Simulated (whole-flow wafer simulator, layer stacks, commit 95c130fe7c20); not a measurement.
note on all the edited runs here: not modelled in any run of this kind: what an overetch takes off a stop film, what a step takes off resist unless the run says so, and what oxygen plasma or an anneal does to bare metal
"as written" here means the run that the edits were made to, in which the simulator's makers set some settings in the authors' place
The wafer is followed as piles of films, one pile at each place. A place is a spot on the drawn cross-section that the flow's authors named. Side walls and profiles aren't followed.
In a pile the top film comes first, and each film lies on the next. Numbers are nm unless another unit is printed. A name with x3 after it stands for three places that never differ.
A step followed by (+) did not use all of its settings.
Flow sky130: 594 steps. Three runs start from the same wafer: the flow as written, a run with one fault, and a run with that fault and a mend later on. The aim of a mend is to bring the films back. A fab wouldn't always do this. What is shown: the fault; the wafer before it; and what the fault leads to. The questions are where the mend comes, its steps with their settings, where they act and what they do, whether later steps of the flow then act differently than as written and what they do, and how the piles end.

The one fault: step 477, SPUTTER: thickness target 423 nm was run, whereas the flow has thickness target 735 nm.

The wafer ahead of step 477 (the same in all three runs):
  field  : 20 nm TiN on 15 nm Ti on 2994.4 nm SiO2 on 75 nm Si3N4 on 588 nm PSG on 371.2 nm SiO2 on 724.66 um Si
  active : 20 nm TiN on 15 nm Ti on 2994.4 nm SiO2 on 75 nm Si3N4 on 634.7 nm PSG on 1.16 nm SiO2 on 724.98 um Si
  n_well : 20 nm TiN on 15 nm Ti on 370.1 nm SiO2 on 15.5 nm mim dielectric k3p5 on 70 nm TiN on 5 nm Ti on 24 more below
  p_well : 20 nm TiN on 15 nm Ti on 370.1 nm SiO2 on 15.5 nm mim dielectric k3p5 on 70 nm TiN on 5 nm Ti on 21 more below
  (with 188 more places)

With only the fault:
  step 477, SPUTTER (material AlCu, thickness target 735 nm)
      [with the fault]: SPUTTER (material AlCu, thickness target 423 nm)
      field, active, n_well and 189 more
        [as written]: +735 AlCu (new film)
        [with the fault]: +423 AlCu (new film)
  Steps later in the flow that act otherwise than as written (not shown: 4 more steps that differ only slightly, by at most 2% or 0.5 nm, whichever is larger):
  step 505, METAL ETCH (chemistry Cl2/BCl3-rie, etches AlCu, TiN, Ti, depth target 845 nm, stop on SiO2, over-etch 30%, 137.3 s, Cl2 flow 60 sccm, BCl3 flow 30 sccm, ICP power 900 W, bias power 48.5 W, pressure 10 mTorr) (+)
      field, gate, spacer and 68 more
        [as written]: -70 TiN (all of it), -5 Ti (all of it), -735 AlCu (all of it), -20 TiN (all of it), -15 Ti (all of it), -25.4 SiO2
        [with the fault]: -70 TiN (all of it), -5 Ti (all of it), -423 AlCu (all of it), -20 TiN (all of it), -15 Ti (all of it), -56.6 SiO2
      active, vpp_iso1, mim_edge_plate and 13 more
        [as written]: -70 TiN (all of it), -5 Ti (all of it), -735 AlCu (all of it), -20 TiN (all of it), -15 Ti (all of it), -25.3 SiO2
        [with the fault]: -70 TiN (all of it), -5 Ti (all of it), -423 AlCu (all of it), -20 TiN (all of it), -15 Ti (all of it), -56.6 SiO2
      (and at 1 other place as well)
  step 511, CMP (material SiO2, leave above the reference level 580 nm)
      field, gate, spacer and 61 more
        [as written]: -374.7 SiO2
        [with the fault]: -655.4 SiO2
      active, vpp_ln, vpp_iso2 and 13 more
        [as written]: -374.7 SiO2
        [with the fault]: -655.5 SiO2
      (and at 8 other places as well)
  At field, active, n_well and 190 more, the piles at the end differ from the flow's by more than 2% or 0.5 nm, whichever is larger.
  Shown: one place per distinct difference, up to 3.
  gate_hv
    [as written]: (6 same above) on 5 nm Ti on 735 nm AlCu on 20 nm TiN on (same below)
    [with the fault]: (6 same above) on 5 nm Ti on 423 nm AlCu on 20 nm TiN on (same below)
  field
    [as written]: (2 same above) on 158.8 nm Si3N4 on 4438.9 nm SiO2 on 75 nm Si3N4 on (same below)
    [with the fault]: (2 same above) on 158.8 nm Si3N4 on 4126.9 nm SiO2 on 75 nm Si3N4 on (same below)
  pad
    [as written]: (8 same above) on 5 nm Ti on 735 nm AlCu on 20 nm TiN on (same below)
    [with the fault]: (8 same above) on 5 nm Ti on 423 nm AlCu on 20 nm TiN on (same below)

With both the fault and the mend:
  The mend stands after step 477.
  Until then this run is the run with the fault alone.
  step 477a, SPUTTER (material AlCu, thickness target 312 nm) (a further turn of the flow's step 477, with different settings)
      field, active, n_well and 189 more
        +312 AlCu
  None of the later steps of the flow acts differently than as written at any place that is followed.
  By the end, the piles equal the flow's at every place that both follow.
